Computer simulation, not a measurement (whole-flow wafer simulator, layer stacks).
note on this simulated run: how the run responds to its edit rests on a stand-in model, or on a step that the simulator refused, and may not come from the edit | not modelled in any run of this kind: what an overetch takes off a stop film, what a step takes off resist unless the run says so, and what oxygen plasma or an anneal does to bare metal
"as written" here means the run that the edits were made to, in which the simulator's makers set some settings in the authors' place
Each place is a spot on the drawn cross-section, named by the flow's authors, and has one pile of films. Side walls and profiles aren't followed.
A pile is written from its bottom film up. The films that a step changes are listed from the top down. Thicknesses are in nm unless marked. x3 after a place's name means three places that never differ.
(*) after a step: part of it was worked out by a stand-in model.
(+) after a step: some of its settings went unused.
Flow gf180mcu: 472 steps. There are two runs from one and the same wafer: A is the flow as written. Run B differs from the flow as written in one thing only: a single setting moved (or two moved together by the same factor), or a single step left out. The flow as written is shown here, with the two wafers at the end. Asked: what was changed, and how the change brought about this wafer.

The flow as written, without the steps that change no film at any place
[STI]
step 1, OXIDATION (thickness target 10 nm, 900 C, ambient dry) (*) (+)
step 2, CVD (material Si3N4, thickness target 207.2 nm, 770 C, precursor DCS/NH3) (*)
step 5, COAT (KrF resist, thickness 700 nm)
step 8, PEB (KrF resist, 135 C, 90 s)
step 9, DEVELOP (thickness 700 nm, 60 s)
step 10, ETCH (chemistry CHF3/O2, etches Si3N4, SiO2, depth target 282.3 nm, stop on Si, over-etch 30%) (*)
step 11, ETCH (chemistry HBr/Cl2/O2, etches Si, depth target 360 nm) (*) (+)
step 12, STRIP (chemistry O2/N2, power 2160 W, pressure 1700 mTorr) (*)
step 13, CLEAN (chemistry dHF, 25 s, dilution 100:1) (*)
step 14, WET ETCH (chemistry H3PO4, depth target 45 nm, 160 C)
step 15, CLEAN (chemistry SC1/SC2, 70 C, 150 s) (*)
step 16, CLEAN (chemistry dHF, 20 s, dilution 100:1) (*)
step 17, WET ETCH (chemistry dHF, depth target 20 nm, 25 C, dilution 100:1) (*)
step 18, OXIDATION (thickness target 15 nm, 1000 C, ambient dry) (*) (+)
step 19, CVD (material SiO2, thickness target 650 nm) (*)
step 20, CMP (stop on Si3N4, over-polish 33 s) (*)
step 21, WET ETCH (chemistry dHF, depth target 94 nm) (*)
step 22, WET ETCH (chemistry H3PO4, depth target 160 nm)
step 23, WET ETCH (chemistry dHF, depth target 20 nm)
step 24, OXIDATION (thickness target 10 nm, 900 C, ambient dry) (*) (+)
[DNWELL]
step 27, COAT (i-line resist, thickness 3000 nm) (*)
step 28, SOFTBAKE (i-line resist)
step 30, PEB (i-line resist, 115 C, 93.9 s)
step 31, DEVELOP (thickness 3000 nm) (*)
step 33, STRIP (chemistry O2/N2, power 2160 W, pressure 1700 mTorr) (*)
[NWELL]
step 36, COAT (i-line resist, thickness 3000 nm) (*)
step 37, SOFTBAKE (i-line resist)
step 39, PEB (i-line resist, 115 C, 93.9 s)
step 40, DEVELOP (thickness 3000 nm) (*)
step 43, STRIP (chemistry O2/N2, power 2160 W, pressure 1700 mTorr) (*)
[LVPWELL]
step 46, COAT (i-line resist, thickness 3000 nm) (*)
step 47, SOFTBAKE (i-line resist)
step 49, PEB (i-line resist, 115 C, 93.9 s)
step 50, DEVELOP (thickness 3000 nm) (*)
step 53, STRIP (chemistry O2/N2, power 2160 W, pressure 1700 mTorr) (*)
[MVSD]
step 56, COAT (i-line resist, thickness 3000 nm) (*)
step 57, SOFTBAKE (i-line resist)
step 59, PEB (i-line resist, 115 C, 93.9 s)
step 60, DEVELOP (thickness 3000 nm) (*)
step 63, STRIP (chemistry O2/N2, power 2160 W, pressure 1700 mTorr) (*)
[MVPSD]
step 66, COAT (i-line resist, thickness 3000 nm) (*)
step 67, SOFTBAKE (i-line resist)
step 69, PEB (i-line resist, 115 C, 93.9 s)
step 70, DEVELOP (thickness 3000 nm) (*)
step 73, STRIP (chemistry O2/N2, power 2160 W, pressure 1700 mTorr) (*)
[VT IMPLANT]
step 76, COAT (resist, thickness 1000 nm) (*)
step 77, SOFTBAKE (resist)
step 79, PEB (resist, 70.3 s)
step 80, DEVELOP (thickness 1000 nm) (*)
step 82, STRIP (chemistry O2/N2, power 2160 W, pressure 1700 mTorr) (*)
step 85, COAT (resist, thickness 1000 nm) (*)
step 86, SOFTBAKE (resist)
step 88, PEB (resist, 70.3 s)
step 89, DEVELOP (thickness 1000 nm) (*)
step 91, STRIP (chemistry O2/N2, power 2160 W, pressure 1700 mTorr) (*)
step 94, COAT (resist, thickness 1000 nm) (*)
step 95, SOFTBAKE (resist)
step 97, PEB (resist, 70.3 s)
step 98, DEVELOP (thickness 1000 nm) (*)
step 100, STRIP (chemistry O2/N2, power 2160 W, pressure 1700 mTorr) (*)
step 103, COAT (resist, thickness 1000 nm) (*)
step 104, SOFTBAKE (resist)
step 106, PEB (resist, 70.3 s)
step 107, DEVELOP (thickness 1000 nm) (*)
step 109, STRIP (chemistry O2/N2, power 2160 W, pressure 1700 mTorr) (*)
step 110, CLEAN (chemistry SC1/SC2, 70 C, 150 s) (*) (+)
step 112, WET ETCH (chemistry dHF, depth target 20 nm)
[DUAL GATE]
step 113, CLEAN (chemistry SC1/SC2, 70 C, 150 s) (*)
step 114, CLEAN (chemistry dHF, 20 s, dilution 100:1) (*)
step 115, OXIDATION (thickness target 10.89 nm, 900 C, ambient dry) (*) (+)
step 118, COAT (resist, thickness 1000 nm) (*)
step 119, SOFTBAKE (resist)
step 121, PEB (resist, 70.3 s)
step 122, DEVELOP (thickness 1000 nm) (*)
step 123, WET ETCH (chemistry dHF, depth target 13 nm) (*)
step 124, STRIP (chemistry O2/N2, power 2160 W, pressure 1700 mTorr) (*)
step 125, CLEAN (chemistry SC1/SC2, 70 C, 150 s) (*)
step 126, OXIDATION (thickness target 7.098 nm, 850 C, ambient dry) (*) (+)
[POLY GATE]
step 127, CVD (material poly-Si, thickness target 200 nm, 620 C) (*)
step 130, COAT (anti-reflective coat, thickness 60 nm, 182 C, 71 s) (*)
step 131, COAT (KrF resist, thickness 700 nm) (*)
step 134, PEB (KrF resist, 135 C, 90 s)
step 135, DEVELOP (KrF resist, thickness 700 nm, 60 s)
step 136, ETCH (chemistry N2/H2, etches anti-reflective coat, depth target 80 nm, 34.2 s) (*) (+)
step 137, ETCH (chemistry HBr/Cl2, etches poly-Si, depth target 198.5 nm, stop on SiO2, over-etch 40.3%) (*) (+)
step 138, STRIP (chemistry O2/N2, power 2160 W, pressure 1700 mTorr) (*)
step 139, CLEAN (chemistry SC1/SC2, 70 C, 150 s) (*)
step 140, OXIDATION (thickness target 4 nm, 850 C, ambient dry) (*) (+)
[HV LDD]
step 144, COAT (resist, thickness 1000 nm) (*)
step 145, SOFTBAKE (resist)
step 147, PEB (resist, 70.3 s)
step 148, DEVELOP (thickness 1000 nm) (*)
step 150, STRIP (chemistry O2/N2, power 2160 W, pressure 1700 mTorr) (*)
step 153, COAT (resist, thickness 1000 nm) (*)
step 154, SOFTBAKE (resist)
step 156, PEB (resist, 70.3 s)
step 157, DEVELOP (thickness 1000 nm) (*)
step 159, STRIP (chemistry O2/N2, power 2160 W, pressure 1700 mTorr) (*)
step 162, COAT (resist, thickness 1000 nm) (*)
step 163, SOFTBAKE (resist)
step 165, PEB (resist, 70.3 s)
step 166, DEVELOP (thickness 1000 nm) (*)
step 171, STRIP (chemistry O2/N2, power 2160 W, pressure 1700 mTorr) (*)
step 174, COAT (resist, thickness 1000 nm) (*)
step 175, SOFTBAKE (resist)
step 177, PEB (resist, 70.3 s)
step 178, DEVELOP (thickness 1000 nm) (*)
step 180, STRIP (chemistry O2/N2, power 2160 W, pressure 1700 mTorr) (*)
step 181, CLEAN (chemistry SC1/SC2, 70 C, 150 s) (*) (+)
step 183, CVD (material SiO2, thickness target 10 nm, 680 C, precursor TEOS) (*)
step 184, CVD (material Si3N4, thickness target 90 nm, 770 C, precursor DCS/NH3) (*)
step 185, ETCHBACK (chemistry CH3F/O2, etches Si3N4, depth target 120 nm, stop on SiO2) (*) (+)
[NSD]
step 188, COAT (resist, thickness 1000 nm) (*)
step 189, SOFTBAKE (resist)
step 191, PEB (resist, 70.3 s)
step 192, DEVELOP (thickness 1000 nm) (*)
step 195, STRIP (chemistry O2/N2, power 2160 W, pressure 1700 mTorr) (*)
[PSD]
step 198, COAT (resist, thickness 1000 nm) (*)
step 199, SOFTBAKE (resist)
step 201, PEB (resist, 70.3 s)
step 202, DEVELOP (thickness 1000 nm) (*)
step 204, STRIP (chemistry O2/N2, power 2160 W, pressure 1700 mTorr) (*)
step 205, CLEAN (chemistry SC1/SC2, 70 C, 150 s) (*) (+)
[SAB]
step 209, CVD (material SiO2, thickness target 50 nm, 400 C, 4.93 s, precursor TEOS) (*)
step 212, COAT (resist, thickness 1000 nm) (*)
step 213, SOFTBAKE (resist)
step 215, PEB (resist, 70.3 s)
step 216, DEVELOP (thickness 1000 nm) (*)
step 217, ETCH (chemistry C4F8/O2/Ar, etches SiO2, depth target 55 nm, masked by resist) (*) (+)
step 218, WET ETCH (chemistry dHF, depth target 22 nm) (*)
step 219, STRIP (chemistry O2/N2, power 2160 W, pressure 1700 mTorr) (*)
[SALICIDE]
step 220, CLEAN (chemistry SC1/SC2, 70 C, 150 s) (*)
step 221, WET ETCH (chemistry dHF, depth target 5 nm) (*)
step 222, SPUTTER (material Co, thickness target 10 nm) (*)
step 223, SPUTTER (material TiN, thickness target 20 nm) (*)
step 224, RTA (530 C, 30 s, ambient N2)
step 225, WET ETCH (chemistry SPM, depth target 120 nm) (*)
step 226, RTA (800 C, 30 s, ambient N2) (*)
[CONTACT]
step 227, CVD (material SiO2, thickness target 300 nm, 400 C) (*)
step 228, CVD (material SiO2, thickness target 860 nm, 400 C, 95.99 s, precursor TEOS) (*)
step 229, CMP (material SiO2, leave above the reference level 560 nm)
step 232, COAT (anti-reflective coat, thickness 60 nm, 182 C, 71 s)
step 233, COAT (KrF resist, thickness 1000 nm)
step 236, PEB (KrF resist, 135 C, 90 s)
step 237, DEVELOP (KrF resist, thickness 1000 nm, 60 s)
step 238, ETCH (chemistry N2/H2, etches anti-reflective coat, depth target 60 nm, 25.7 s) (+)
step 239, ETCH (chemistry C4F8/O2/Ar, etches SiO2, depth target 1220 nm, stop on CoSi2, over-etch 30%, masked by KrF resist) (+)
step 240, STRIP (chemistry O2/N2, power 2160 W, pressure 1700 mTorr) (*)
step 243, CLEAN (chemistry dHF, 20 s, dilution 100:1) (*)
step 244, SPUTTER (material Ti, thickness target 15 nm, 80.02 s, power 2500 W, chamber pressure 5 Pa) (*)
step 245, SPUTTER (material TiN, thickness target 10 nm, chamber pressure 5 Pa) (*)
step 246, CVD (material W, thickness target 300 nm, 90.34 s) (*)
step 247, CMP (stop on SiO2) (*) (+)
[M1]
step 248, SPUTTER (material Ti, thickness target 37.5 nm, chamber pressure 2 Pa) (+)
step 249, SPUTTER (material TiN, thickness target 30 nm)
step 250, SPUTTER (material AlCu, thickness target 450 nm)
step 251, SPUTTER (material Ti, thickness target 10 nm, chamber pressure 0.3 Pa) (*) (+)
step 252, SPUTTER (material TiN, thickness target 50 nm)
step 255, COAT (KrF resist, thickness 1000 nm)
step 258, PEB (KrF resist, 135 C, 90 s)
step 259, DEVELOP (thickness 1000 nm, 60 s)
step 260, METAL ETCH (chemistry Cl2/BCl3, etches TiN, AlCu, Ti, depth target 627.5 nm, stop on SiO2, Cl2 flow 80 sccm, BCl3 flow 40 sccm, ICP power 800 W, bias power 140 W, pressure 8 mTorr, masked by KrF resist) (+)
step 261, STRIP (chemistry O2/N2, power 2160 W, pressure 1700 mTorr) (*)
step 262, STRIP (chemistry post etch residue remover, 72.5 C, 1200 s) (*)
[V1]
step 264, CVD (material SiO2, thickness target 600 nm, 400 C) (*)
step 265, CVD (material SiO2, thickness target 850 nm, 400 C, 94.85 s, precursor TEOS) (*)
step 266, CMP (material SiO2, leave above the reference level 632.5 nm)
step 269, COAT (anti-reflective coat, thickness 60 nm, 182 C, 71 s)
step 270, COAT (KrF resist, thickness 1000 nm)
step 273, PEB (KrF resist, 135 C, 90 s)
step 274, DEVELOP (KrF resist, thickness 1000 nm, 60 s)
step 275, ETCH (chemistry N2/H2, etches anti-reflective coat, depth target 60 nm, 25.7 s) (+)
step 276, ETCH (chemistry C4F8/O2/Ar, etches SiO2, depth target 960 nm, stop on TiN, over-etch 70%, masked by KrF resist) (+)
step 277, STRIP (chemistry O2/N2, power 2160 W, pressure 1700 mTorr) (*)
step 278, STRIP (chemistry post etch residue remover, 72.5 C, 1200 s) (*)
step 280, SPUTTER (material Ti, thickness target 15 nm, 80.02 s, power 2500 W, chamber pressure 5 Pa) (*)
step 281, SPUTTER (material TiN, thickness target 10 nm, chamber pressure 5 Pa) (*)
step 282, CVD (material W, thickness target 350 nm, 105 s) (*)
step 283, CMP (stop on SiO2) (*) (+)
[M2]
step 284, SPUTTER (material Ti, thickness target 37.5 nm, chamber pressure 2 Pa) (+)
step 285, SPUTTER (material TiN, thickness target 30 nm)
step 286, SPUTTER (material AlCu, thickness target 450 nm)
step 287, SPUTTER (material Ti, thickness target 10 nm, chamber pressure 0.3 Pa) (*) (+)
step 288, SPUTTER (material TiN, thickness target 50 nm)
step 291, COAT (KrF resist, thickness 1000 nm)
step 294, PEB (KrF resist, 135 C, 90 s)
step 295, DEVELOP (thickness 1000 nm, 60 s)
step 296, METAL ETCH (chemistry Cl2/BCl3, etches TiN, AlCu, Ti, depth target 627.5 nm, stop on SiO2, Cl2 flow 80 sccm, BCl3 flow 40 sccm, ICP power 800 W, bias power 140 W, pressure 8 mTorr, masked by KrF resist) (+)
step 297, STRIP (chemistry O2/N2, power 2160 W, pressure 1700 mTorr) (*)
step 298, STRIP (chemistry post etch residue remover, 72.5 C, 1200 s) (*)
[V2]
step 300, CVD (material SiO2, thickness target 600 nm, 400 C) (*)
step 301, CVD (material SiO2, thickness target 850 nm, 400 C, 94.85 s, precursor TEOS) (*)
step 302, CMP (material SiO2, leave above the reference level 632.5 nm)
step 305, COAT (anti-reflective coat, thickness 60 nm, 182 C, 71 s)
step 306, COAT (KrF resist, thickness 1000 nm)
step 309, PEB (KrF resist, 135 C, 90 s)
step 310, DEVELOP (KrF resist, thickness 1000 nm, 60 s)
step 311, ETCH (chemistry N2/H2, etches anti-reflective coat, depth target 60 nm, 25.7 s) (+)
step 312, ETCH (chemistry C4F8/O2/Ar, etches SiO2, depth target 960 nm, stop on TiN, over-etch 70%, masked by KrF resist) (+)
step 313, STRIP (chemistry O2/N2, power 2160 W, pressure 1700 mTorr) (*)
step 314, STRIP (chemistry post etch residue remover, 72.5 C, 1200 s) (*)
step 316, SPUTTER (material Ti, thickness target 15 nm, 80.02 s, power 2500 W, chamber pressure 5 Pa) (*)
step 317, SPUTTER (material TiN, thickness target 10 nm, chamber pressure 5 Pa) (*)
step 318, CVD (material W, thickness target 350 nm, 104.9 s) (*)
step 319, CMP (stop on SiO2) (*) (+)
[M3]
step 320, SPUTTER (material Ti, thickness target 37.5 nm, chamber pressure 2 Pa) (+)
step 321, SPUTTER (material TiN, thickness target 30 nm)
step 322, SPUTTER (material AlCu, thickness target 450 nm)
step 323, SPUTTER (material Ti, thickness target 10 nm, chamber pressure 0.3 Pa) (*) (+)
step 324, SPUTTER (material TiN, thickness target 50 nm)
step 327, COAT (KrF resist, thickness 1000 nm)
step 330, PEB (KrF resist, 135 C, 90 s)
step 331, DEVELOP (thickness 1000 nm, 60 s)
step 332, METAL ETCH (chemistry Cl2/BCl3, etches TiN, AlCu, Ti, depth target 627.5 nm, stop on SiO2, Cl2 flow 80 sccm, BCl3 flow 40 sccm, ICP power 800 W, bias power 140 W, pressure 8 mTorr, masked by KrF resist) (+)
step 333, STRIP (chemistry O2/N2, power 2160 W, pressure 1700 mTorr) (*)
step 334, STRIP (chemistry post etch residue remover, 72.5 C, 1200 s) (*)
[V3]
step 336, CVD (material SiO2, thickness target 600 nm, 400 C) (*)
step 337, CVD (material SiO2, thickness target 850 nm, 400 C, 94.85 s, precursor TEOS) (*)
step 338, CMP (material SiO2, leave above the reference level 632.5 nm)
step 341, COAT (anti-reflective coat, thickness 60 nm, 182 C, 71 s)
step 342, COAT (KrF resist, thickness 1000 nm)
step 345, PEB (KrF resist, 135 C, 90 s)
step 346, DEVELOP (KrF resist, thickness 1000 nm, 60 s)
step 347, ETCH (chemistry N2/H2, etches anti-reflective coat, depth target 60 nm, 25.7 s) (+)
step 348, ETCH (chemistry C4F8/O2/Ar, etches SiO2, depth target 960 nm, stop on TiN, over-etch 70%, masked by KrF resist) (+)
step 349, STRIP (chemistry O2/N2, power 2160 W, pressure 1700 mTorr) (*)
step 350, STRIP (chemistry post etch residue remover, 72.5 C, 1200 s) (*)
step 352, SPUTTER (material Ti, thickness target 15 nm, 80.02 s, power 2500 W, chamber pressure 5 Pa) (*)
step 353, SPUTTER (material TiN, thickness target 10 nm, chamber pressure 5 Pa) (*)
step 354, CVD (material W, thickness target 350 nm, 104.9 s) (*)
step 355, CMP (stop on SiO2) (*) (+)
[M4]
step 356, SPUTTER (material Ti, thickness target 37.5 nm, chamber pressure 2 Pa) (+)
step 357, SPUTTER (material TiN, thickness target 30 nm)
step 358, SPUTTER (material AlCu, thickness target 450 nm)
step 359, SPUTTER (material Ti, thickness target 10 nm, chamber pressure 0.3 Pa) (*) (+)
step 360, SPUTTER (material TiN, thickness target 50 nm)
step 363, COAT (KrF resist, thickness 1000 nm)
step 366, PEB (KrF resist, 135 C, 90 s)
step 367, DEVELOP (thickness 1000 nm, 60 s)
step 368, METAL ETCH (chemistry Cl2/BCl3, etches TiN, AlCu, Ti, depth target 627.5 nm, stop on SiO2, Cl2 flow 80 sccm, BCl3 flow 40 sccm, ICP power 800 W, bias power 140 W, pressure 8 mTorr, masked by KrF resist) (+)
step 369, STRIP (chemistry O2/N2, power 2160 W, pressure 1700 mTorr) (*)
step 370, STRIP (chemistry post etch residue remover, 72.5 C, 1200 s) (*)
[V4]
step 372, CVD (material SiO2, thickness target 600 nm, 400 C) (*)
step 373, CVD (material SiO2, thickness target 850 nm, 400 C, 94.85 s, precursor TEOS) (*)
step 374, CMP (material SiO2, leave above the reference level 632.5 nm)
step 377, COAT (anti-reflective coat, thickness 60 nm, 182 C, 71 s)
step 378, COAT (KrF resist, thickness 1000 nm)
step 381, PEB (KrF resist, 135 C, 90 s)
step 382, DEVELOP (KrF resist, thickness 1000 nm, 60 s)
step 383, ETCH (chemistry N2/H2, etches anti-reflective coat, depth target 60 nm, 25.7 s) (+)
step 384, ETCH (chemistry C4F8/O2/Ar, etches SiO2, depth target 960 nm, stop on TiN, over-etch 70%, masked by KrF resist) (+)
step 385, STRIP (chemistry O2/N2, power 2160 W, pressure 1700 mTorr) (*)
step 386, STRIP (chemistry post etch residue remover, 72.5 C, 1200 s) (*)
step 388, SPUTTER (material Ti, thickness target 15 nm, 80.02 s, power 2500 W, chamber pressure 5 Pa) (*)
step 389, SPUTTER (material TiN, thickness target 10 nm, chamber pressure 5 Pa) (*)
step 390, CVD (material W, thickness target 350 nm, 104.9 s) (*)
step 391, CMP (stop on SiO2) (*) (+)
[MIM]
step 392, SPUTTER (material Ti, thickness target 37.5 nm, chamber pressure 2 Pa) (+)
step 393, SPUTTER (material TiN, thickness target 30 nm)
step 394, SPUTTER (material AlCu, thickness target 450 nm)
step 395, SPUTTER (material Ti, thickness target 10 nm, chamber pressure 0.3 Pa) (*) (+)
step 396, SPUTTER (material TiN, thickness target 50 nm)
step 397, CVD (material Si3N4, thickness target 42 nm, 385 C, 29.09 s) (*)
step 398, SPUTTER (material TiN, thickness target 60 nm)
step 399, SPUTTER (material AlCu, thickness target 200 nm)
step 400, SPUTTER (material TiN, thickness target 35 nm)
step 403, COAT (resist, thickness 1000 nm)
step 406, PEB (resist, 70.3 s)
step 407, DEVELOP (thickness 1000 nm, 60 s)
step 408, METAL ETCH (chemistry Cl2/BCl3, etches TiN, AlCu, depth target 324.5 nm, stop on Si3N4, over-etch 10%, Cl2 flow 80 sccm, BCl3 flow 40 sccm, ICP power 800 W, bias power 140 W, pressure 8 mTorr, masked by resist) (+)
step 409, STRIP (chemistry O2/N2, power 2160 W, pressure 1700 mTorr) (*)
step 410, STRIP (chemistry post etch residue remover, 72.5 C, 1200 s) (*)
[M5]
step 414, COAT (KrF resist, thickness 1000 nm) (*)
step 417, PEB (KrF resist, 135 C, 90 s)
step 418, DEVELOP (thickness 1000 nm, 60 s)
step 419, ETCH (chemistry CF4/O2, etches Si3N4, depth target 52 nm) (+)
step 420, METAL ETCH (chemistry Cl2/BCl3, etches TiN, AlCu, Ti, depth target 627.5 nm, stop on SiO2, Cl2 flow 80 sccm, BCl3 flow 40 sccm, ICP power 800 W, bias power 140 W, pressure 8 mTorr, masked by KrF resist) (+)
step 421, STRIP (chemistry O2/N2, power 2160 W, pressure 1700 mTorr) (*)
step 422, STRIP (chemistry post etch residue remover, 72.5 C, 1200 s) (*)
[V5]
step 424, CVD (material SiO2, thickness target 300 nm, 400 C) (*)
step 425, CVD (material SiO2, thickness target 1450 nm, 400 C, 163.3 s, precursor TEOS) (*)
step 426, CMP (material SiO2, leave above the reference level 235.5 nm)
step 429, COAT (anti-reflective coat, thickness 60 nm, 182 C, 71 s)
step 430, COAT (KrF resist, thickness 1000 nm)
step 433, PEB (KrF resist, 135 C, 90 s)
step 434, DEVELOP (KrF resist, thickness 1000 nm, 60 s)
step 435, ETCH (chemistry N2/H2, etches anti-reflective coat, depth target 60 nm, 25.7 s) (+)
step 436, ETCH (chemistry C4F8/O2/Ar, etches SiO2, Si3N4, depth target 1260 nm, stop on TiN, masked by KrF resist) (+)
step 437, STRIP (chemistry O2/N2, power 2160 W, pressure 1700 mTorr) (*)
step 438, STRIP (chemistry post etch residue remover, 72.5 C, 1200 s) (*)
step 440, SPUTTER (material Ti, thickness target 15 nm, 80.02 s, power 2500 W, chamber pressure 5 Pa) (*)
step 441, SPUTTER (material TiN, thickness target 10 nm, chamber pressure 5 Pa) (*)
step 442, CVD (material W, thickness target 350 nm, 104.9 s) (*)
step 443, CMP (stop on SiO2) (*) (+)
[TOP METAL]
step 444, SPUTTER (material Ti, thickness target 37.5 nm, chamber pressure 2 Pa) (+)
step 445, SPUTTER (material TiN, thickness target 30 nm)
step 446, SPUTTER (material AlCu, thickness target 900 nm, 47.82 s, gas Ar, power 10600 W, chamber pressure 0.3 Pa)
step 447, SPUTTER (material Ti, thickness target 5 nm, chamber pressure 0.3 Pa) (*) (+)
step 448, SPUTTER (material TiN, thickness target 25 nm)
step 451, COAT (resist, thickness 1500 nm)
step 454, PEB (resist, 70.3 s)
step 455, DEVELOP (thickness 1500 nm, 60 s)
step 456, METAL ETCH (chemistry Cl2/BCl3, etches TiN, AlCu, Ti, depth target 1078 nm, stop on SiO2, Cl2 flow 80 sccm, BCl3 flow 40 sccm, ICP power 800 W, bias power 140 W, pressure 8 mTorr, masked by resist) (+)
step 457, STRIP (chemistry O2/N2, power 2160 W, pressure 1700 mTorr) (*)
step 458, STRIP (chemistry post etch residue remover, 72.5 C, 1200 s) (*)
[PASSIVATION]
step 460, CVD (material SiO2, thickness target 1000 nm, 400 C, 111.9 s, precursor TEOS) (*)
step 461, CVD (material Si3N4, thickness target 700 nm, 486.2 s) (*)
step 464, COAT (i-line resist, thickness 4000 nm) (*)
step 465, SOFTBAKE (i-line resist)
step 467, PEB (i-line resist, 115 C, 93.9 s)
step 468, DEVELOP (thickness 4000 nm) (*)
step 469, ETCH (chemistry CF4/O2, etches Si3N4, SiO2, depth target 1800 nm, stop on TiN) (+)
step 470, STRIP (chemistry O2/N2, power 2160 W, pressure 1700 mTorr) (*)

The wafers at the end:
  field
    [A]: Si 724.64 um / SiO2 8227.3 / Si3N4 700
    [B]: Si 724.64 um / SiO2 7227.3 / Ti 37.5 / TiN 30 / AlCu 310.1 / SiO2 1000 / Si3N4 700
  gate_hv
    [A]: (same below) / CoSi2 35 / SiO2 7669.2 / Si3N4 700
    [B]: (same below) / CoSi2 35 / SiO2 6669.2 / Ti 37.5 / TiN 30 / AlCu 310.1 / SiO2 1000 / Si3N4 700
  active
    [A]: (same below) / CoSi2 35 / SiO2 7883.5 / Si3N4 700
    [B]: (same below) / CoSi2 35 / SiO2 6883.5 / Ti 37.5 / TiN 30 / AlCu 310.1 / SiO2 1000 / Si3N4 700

The reason: step 456, METAL ETCH: depth target 614.2 nm was run, while the flow as written has depth target 1078 nm.

How this came from the change, step by step:
  step 456, METAL ETCH (chemistry Cl2/BCl3, etches TiN, AlCu, Ti, depth target 1078 nm, stop on SiO2, Cl2 flow 80 sccm, BCl3 flow 40 sccm, ICP power 800 W, bias power 140 W, pressure 8 mTorr, masked by resist) (+)
      field, field__w1, field__w2 and 103 more: A -25 TiN (all of it), -5 Ti (all of it), -900 AlCu (all of it), -30 TiN (all of it), -37.5 Ti (all of it) | B -25 TiN (all of it), -5 Ti (all of it), -584.2 AlCu
      field__w8, contact, m1, m1__w1, pad, m1_nw: A -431 resist | B -245.7 resist
  step 457, STRIP (chemistry O2/N2, power 2160 W, pressure 1700 mTorr) (*)
      field__w8, contact, m1, m1__w1, pad, m1_nw: A -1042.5 resist (all of it) | B -1227.8 resist (all of it)
  step 458, STRIP (chemistry post etch residue remover, 72.5 C, 1200 s) (*)
      field, field__w1, field__w2 and 103 more: A nothing | B -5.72 AlCu
  step 460, CVD (material SiO2, thickness target 1000 nm, 400 C, 111.9 s, precursor TEOS) (*)
      field, field__w1, field__w2 and 103 more: A +1000 SiO2 | B +1000 SiO2 (new film)
  step 464, COAT (i-line resist, thickness 4000 nm) (*)
      field__w8: A +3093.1 i-line resist (new film) | B +3430 i-line resist (new film)
      contact: A +3153.6 i-line resist (new film) | B +3460.4 i-line resist (new film)
      (as well as at 4 more places)
  step 465, SOFTBAKE (i-line resist)
      gate: A +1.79 i-line resist | B -0.79 i-line resist
      ld_fp_p, ld_drift_p: A +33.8 i-line resist | B +18 i-line resist
      (as well as at 66 more places)
  step 467, PEB (i-line resist, 115 C, 93.9 s)
      field__w8, m1__w1: A -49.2 i-line resist | B -56.1 i-line resist
      contact, m1: A -49.6 i-line resist | B -56.3 i-line resist
      (as well as at 2 more places)
  step 468, DEVELOP (thickness 4000 nm) (*)
      pad: A -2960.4 i-line resist (all of it) | B -3328.3 i-line resist (all of it)
  step 470, STRIP (chemistry O2/N2, power 2160 W, pressure 1700 mTorr) (*)
      field__w8, m1__w1: A -1775.9 i-line resist (all of it) | B -2137.9 i-line resist (all of it)
      contact: A -1798.3 i-line resist (all of it) | B -2149.4 i-line resist (all of it)
      (as well as at 2 more places)
If metal films that touch count as one body, field has 1 body; the flow as written gives 0 bodies.
If metal films that touch count as one body, gate_hv has 2 bodies (between them, from the top down: SiO2 6669.2); the flow as written gives 1 body.
If metal films that touch count as one body, active has 2 bodies (between them, from the top down: SiO2 6883.5); the flow as written gives 1 body.
